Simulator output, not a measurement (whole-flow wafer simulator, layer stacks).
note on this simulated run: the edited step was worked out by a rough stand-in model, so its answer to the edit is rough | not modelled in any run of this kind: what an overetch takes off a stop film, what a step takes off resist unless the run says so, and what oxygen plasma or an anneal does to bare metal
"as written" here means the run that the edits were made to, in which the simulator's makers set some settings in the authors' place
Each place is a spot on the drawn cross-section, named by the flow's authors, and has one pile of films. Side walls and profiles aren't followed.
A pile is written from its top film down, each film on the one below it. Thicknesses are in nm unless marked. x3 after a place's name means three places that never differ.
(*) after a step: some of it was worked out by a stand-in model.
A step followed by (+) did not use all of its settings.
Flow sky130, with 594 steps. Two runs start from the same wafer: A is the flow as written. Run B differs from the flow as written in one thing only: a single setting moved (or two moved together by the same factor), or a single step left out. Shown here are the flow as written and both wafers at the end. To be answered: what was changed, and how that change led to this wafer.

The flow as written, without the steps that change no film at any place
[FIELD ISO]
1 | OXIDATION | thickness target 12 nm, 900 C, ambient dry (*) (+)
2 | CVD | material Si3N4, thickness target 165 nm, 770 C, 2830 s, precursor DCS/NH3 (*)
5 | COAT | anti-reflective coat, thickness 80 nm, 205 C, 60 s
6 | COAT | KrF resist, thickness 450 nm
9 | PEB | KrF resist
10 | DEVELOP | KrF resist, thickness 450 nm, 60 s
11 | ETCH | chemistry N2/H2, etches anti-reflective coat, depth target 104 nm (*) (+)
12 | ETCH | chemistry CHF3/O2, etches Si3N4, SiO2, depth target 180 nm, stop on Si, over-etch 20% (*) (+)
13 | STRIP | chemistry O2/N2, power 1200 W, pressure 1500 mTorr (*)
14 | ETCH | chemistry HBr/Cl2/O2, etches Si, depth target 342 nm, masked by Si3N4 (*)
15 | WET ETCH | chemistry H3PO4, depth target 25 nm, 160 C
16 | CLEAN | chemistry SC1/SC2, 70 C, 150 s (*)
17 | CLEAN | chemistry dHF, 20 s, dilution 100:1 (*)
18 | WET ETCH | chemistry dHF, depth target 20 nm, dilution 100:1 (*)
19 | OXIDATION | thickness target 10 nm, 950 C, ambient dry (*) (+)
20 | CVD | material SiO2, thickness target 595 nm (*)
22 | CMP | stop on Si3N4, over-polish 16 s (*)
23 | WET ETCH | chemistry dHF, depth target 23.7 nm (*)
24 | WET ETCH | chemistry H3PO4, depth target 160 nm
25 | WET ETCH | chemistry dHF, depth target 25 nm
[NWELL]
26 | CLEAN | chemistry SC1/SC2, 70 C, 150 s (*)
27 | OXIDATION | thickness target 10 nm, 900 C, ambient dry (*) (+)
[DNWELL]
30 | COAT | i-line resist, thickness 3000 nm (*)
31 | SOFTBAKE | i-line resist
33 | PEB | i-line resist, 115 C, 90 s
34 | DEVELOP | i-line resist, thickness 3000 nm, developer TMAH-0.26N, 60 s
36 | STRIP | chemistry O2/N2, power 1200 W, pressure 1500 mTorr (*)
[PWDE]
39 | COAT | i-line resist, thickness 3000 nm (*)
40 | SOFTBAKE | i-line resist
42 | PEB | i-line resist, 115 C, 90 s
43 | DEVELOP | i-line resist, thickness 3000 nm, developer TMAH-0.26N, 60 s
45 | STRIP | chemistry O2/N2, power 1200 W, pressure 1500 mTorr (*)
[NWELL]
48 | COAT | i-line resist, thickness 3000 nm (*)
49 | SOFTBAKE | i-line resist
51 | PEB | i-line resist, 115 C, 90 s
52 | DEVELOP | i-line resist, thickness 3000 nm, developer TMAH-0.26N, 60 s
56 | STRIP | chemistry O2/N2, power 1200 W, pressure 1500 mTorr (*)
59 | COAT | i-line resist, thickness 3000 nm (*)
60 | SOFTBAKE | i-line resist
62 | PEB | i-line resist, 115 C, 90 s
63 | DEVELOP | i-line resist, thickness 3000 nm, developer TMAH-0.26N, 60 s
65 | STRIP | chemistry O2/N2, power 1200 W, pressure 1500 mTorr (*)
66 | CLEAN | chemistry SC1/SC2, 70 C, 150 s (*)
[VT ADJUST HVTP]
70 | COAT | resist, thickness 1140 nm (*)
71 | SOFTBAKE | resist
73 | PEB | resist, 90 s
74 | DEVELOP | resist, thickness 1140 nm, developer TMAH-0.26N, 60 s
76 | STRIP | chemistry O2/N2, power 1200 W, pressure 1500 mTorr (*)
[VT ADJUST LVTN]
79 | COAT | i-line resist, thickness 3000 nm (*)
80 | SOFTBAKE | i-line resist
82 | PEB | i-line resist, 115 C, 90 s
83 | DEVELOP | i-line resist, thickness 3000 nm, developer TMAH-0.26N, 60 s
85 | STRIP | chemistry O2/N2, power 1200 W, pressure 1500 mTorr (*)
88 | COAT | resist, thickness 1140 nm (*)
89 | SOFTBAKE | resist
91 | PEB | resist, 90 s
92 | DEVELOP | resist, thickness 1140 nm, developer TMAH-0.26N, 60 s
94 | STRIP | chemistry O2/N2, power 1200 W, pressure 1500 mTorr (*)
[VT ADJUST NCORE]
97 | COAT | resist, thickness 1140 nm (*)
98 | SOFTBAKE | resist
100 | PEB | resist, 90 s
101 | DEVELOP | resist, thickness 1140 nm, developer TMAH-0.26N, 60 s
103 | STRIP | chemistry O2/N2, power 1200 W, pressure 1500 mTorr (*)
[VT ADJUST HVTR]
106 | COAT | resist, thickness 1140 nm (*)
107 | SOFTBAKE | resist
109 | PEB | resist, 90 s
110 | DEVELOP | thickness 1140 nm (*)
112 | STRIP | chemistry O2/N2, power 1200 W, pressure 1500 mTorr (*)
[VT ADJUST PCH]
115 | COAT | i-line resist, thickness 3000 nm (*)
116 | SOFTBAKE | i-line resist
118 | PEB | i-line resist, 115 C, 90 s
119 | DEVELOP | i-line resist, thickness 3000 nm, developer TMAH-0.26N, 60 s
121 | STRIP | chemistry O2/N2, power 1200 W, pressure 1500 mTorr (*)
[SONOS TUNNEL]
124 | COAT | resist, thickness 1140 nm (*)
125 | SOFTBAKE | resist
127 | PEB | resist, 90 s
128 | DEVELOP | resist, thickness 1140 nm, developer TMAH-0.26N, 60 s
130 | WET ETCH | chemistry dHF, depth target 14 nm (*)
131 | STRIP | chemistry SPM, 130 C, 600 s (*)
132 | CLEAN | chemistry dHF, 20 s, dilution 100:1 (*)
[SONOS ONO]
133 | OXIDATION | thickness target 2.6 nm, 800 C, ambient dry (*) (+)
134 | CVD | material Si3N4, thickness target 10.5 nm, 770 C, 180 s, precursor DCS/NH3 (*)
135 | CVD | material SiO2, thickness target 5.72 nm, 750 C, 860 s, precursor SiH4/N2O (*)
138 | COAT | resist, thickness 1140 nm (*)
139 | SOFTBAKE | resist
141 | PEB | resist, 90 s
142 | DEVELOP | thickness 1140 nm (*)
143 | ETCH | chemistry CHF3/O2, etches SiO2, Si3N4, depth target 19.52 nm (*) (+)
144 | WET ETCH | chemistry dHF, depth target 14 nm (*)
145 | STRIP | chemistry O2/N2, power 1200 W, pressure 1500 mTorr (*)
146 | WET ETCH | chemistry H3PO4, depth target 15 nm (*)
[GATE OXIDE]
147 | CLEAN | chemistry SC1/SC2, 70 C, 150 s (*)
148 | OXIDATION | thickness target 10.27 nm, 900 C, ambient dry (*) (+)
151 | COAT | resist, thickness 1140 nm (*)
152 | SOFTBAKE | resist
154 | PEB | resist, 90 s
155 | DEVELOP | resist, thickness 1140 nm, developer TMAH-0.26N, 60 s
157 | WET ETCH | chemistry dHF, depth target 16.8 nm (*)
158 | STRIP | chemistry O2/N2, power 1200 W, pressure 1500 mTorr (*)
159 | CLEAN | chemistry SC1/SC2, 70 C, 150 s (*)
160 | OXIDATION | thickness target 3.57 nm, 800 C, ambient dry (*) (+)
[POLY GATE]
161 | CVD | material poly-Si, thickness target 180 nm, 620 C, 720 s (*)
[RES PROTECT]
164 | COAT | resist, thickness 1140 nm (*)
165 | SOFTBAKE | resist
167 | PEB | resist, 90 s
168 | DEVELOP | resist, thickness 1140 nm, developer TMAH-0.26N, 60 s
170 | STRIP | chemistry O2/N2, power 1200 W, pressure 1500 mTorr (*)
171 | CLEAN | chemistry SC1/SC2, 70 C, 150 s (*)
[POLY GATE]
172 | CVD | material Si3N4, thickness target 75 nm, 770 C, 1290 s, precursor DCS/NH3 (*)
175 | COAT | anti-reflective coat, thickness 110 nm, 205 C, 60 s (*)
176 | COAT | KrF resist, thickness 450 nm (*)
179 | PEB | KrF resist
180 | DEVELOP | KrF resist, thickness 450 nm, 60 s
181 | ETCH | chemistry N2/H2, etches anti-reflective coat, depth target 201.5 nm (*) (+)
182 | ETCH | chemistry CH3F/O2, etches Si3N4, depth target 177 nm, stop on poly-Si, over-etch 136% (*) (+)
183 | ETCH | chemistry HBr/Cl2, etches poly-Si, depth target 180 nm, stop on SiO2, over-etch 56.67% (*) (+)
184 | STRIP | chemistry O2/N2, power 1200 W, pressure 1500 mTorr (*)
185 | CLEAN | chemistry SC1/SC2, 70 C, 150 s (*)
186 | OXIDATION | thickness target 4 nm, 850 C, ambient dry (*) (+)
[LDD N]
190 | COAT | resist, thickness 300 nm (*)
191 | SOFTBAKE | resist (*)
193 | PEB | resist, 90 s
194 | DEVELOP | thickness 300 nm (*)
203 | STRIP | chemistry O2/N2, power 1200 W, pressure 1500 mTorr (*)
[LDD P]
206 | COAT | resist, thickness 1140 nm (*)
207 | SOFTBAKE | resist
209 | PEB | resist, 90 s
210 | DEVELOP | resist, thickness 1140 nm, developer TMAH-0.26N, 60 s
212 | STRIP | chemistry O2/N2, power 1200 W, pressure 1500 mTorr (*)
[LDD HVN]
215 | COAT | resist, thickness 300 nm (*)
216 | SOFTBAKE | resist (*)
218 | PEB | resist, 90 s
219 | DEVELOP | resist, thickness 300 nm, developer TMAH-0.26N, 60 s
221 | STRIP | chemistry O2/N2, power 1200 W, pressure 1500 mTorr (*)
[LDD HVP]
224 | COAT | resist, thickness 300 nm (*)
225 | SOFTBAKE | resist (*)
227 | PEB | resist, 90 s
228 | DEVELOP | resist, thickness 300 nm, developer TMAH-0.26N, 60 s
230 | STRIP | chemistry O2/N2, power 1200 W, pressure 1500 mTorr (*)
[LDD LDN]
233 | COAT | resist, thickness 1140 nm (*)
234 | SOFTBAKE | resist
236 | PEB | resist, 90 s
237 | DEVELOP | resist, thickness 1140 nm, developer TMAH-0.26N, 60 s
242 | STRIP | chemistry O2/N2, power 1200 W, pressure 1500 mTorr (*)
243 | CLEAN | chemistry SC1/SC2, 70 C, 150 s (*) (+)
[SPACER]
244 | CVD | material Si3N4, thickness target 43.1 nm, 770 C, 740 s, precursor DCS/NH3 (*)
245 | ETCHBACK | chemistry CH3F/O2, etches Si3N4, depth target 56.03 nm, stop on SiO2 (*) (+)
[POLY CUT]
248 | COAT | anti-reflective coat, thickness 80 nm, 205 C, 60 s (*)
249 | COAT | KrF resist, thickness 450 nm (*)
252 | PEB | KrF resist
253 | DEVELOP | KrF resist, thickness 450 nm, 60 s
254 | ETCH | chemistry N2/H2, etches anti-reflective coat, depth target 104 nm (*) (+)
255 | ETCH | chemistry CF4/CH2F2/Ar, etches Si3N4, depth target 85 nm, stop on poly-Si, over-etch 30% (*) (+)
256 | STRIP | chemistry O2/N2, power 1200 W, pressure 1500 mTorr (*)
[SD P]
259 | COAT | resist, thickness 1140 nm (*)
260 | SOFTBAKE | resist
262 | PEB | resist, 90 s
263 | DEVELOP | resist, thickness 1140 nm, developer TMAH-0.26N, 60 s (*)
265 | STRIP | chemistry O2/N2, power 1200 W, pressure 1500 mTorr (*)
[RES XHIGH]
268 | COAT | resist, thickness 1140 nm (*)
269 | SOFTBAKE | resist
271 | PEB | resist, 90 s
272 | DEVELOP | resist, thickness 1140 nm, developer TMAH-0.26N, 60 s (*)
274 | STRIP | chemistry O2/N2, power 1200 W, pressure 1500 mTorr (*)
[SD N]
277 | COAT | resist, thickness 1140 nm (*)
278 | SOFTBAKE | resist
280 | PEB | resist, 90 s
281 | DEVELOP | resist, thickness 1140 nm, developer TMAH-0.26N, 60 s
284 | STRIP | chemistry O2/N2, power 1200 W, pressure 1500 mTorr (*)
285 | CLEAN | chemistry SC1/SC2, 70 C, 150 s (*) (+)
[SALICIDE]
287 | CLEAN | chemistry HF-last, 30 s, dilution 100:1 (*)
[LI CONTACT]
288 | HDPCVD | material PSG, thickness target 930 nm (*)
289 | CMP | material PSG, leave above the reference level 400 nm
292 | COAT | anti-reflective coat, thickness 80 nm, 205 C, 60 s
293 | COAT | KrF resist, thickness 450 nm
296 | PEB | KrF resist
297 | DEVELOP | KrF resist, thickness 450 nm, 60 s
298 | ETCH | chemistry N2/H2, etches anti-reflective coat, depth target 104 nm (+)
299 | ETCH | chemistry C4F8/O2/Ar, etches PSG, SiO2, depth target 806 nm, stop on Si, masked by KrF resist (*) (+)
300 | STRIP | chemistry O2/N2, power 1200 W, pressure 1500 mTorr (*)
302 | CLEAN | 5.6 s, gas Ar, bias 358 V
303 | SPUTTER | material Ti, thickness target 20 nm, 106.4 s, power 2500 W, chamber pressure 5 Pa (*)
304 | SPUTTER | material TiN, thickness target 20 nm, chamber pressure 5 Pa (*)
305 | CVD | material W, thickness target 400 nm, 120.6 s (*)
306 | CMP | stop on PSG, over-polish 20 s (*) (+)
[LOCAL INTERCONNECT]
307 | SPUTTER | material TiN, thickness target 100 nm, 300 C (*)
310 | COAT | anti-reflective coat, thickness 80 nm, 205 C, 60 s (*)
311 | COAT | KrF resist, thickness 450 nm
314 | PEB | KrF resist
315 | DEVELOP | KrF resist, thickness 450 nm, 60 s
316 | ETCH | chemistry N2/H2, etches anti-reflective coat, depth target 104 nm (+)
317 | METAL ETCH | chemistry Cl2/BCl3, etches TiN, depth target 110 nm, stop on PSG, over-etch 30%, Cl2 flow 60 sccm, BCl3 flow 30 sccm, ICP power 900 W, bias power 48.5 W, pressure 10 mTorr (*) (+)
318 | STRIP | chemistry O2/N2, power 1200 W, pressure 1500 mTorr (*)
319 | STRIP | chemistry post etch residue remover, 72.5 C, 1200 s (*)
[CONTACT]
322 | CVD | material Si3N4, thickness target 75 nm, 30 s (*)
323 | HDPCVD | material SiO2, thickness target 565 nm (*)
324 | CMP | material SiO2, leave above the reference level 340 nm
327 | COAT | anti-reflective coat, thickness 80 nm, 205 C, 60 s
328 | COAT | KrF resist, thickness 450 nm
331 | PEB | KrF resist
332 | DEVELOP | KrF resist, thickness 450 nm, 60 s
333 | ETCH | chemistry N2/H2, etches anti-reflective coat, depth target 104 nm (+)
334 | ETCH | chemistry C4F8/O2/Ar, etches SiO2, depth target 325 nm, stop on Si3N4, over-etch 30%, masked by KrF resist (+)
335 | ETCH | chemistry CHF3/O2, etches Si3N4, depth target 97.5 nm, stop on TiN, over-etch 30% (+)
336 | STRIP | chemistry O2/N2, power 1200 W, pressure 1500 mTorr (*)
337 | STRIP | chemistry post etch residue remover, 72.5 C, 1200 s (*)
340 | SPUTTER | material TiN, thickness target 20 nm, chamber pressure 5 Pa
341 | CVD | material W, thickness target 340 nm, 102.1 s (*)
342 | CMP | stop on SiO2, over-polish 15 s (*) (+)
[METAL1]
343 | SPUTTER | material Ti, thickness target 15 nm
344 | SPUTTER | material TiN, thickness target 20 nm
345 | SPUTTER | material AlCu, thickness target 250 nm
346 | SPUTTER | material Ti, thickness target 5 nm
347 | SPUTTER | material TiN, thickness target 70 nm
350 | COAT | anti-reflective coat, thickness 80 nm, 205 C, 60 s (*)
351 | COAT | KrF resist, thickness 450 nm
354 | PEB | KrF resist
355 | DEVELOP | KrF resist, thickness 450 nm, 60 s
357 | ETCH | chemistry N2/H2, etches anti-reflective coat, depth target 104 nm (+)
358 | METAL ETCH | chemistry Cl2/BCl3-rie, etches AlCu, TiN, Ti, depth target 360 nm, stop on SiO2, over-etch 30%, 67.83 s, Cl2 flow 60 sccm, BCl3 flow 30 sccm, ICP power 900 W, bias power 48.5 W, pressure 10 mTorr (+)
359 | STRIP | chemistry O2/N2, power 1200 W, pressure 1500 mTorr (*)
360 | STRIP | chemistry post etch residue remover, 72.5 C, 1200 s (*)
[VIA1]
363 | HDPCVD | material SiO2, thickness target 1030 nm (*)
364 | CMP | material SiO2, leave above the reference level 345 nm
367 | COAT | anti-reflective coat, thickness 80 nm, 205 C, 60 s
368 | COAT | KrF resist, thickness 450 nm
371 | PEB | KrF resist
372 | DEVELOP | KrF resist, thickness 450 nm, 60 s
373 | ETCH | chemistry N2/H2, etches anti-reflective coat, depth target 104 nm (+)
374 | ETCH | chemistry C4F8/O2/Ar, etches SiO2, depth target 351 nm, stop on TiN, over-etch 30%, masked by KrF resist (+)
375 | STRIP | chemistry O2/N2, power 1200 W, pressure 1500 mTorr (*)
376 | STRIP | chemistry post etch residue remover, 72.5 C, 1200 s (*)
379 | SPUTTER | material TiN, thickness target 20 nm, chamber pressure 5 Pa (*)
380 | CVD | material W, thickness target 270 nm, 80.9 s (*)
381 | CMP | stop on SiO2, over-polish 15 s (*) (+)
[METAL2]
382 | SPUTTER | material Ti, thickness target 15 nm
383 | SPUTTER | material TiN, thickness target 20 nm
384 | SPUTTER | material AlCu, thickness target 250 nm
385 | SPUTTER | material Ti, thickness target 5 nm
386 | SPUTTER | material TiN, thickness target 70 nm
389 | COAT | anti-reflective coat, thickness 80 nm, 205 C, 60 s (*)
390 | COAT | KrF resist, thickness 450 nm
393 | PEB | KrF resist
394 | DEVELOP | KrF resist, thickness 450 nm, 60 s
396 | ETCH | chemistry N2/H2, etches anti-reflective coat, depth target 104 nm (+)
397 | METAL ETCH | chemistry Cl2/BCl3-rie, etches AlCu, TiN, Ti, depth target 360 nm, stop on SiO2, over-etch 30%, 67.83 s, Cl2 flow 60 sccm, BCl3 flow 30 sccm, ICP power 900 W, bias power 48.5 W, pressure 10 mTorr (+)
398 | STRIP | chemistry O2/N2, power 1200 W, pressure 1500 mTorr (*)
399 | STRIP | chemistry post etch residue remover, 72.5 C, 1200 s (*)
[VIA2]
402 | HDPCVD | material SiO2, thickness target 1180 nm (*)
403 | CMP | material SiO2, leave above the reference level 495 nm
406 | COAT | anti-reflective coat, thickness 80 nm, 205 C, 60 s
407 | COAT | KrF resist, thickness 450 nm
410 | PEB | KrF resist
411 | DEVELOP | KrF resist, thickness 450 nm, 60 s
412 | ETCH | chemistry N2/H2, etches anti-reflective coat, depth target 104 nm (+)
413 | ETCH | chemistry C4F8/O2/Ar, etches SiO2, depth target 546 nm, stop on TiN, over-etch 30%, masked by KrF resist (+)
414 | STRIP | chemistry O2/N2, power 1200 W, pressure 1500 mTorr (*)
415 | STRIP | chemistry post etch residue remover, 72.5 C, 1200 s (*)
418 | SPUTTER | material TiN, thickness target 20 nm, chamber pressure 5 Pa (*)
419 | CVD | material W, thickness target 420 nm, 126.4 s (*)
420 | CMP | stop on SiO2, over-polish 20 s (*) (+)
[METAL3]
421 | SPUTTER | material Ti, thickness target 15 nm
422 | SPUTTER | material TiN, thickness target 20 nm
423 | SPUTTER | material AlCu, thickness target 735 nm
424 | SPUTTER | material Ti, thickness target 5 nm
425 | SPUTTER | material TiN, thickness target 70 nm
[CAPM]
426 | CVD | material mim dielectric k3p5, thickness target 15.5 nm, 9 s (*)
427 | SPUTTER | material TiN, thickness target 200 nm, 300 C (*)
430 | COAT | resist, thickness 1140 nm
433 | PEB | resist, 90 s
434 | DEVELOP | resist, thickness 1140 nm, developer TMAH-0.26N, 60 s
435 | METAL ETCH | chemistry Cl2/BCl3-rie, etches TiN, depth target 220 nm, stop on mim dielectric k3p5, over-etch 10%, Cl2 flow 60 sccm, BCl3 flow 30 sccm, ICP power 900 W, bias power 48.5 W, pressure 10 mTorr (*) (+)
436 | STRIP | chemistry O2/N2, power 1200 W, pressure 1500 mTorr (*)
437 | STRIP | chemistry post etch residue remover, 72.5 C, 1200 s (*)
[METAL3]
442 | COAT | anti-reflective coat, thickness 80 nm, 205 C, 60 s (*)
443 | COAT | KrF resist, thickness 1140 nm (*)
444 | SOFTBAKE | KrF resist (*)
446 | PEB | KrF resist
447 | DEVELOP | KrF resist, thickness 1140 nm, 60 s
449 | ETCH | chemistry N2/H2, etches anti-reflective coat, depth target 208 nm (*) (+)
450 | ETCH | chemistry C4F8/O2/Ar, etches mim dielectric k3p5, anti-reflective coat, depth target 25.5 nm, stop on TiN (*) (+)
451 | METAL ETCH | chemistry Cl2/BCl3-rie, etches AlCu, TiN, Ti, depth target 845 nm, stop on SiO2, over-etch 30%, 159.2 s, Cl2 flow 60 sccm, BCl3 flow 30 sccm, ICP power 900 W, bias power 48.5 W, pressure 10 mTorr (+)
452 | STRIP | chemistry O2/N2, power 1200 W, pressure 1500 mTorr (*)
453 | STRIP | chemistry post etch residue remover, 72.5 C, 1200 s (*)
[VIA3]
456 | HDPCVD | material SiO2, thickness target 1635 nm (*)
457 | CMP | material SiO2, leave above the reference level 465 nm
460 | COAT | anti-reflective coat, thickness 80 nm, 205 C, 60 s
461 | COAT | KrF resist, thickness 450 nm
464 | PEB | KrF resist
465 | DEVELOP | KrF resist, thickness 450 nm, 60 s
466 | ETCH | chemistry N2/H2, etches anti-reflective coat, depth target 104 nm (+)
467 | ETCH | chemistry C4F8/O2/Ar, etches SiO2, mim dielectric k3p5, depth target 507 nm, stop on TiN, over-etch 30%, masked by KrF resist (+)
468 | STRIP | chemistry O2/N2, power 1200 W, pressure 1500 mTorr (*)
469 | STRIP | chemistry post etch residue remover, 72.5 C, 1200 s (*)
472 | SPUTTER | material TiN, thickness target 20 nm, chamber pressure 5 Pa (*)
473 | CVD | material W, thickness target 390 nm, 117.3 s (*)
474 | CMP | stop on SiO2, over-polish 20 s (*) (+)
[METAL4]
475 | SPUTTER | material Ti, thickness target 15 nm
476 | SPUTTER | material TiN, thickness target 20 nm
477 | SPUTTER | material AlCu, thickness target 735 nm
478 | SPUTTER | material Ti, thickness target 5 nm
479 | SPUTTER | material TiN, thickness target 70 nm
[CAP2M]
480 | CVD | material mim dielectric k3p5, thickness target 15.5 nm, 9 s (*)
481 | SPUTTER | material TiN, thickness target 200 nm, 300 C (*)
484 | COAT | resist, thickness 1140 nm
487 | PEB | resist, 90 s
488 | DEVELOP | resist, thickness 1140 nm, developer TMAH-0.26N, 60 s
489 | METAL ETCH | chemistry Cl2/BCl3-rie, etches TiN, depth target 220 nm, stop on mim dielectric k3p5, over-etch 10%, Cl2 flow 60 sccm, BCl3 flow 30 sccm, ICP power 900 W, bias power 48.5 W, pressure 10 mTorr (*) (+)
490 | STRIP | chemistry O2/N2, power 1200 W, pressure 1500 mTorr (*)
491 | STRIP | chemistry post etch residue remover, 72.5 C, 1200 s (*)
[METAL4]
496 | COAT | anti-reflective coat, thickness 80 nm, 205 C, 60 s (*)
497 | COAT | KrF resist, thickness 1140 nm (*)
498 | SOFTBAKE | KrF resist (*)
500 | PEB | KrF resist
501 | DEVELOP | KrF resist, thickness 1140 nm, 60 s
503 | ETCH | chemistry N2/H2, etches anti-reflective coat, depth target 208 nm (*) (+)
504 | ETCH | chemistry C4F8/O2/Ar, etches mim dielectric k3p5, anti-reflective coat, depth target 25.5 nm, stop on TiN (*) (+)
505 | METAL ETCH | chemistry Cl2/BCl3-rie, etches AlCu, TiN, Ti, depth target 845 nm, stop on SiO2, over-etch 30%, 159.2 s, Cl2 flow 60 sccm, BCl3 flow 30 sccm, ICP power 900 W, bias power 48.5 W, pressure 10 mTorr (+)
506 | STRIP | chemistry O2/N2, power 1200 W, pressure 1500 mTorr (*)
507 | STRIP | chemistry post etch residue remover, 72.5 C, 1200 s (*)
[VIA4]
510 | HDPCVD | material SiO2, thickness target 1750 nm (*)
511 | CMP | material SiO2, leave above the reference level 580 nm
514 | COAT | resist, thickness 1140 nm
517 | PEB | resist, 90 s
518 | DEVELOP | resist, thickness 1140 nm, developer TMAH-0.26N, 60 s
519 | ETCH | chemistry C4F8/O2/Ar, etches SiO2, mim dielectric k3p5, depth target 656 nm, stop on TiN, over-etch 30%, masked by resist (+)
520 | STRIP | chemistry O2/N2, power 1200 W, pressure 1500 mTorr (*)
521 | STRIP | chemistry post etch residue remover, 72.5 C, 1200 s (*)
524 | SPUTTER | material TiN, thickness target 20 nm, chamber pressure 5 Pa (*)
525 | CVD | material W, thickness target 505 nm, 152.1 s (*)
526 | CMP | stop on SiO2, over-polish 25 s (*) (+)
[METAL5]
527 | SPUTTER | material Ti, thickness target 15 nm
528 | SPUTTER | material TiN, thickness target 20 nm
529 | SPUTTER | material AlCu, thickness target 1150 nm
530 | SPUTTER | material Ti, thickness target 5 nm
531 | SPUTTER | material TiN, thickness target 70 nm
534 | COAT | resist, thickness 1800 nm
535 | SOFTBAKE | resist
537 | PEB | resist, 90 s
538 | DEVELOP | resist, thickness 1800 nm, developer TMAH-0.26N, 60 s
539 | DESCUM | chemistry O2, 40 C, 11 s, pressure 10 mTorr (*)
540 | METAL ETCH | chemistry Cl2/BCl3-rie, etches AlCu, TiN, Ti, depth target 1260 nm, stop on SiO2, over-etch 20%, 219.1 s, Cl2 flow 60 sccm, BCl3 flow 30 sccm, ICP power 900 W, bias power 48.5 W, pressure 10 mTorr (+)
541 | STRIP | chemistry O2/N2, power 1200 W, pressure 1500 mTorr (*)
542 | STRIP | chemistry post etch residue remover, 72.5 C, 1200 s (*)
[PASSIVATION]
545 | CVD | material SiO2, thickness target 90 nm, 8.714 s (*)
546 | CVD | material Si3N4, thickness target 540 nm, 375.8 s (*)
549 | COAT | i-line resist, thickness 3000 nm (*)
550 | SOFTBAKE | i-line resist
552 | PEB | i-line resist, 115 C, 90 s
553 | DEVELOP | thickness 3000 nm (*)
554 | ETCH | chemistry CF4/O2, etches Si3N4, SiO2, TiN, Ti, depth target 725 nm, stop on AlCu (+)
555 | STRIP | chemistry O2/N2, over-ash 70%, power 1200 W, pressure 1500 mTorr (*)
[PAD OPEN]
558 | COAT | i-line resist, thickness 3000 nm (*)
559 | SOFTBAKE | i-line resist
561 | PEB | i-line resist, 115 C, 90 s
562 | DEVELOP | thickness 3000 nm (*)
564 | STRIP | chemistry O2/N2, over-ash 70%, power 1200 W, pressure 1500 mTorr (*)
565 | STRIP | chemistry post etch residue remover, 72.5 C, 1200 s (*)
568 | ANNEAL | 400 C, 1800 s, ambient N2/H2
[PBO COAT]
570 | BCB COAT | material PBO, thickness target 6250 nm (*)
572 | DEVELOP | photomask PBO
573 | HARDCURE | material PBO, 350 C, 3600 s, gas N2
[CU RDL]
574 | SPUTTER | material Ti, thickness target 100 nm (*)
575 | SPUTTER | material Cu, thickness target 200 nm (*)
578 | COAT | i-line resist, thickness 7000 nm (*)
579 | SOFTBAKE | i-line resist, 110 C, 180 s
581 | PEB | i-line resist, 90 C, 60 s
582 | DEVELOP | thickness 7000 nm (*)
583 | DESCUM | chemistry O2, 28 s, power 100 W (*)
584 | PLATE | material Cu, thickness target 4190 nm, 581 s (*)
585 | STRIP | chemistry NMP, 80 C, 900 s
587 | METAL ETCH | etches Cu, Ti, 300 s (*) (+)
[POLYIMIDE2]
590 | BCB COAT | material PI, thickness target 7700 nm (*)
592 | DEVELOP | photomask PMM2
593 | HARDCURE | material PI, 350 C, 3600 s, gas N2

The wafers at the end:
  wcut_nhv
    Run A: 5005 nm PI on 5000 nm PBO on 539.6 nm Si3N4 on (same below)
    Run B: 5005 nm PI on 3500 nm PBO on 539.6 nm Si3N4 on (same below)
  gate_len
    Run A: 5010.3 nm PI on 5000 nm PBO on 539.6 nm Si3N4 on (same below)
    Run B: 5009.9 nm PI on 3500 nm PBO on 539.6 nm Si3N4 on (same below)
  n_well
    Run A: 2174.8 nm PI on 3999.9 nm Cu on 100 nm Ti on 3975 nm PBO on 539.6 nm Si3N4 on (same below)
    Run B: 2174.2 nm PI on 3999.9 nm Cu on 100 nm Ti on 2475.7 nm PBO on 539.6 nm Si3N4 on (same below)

What caused this: step 570, BCB COAT: thickness target 4375 nm was run, while the flow as written has thickness target 6250 nm.

The path from the change to this, step by step:
  570 | BCB COAT | material PBO, thickness target 6250 nm (*)
      dice_street, vpp_sp, vpp_ln and 71 more: A PBO gains 6250 (new film) | B PBO gains 4375 (new film)
      n_well, p_well, sd_n, sd_p: A PBO gains 4968.7 (new film) | B PBO gains 3094.6 (new film)
      (as well as at 115 more places)
  572 | DEVELOP | photomask PBO
      pad: A PBO loses 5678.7 (all of it) | B PBO loses 3804.5 (all of it)
  573 | HARDCURE | material PBO, 350 C, 3600 s, gas N2
      dice_street, vpp_sp, vpp_ln and 71 more: A PBO loses 1250 | B PBO loses 875
      vpp_tail, gate_p_g5v0_sd, active_p_g5v0, spacer_p_g5v0, field_nw_hv: A PBO loses 1251.4 | B PBO loses 876.4
      (as well as at 113 more places)
  578 | COAT | i-line resist, thickness 7000 nm (*)
      pad: A i-line resist gains 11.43 um (new film) | B i-line resist gains 9931.3 (new film)
  579 | SOFTBAKE | i-line resist, 110 C, 180 s
      vpp_guard: A i-line resist loses 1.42 | B nothing
      varactor_hvt: A i-line resist loses 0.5 | B i-line resist gains 1.28
      (as well as at 117 more places)
  582 | DEVELOP | thickness 7000 nm (*)
      pad: A i-line resist loses 11.43 um (all of it) | B i-line resist loses 9931 (all of it)
  590 | BCB COAT | material PI, thickness target 7700 nm (*)
      pad: A PI gains 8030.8 (new film) | B PI gains 6530.5 (new film)
  592 | DEVELOP | photomask PMM2
      pad: A PI loses 8030.8 (all of it) | B PI loses 6530.5 (all of it)
